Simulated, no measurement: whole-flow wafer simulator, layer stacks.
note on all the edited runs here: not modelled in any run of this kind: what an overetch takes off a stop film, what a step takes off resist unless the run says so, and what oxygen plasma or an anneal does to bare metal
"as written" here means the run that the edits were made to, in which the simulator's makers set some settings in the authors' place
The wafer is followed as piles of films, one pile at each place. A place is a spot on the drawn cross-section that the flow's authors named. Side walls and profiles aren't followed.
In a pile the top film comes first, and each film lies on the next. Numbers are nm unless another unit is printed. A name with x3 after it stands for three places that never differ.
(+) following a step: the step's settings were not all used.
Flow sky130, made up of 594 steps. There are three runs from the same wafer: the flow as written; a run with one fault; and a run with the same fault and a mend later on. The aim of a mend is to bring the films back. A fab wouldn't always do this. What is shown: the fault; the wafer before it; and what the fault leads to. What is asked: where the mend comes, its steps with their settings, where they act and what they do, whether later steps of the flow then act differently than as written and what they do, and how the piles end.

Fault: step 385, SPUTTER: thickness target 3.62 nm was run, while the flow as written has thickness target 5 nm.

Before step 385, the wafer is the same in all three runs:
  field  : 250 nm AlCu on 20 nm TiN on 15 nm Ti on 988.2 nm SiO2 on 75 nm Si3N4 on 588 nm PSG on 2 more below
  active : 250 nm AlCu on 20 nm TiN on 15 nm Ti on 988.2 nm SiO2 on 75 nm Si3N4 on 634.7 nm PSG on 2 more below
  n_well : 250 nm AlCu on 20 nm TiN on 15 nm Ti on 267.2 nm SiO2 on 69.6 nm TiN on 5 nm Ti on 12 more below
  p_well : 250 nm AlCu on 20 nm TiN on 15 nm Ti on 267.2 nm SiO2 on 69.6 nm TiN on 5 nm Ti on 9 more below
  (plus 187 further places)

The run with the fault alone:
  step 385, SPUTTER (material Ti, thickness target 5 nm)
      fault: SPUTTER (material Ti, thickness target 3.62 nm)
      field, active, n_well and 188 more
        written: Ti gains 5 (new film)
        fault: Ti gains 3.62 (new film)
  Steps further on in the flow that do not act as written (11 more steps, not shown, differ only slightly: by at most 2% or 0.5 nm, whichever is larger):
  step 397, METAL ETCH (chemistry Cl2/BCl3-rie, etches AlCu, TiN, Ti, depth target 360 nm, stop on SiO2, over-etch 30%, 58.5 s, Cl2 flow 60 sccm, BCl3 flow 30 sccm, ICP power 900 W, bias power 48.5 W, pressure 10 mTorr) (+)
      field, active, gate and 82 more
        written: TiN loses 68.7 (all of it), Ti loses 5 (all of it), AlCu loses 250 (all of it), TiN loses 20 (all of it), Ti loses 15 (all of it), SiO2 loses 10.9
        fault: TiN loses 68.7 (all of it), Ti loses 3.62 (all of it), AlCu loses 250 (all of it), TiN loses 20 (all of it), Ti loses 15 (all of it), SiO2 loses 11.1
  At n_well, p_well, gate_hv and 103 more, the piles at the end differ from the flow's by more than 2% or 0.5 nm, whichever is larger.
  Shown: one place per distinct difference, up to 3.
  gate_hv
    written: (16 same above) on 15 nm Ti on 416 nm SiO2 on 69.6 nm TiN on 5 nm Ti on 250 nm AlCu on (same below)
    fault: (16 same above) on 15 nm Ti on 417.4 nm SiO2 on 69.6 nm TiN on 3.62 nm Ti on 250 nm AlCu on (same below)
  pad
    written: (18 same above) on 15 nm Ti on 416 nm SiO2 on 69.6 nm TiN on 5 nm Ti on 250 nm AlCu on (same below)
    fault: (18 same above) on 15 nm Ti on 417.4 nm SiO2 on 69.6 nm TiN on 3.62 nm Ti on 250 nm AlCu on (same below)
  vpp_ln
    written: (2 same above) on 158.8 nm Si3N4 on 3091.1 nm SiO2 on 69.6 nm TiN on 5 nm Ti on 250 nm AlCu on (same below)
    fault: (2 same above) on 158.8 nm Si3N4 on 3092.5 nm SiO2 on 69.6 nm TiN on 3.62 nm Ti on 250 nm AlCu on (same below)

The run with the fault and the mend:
  After step 385 comes the mend.
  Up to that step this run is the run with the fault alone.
  step 385a, SPUTTER (material Ti, thickness target 1.38 nm) (a further turn of the flow's step 385, with different settings)
      field, active, n_well and 188 more
        Ti gains 1.38
  Later steps of the flow that are run all act as written at every place that is followed.
  The piles end the same as the flow's at every place that both follow.
